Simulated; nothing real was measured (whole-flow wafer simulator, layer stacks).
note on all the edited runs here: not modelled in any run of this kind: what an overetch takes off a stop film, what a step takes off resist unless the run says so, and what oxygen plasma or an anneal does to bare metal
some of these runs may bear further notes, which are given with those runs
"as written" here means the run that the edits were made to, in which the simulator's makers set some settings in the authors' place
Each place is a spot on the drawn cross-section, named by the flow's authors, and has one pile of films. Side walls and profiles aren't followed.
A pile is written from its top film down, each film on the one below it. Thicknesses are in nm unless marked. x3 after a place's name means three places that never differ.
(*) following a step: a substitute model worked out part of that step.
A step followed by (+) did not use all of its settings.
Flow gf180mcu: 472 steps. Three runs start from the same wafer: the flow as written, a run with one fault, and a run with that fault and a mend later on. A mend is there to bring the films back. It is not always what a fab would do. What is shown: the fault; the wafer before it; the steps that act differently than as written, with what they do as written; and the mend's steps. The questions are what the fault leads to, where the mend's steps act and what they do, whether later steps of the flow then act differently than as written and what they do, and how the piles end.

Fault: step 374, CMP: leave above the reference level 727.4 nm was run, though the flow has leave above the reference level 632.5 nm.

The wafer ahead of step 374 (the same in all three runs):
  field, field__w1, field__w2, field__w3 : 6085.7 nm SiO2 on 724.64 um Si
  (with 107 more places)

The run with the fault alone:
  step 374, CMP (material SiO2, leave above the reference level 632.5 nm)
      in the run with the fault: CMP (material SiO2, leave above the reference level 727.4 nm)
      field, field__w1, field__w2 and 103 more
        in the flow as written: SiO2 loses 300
        in the run with the fault: SiO2 loses 205.1
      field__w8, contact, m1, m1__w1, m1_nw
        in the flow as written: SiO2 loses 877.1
        in the run with the fault: SiO2 loses 782.2
  Steps later in the flow that act otherwise than as written (1 other step is not shown; it differs only slightly, by no more than 2% or 0.5 nm, whichever is larger):
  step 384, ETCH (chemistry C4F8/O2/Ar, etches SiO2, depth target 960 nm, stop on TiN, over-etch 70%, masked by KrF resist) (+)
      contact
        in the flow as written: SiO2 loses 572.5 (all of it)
        in the run with the fault: SiO2 loses 667.4 (all of it)
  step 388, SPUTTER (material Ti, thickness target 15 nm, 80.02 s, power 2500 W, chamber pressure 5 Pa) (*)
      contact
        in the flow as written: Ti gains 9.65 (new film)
        in the run with the fault: Ti gains 9.13 (new film)
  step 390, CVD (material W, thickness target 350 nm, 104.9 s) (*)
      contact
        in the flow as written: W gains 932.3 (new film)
        in the run with the fault: W gains 1028 (new film)
  By the end, the piles at field__w8, contact, m1, m1__w1, m1_nw depart from the flow's by more than 2% or 0.5 nm, whichever is larger.
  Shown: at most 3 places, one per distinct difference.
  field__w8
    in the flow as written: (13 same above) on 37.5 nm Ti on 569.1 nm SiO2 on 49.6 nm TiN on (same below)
    in the run with the fault: (13 same above) on 37.5 nm Ti on 664 nm SiO2 on 49.6 nm TiN on (same below)
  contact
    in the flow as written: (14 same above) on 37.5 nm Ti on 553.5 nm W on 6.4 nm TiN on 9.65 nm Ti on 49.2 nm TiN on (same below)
    in the run with the fault: (14 same above) on 37.5 nm Ti on 649.3 nm W on 6.06 nm TiN on 9.13 nm Ti on 49.2 nm TiN on (same below)

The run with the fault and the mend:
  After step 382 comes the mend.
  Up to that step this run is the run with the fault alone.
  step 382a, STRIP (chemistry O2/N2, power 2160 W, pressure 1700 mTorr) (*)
      field, field__w1, field__w2 and 107 more
        KrF resist loses 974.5 (all of it), anti-reflective coat loses 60 (all of it)
      contact
        anti-reflective coat loses 60 (all of it)
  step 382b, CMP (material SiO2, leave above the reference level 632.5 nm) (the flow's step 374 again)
      field, field__w1, field__w2 and 108 more
        SiO2 loses 94.9
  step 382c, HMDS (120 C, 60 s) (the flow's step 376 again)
      does not change any film at any place that is followed
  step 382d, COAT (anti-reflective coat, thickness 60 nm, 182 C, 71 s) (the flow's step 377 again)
      field, field__w1, field__w2 and 108 more
        anti-reflective coat gains 60 (new film)
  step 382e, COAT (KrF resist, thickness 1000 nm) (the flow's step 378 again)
      field, field__w1, field__w2 and 108 more
        KrF resist gains 1000 (new film)
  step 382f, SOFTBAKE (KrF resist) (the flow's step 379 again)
      does not change any film at any place that is followed
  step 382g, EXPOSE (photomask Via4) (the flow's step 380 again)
      does not change any film at any place that is followed
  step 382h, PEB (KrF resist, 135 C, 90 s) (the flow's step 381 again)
      field, field__w1, field__w2 and 108 more
        KrF resist loses 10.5
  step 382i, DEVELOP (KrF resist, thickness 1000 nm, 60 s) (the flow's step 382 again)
      field, field__w1, field__w2 and 107 more
        KrF resist loses 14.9
      contact
        KrF resist loses 989.5 (all of it)
  Later steps of the flow that are run all act as written at every place that is followed.
  By the end, the piles equal the flow's at every place that both follow.
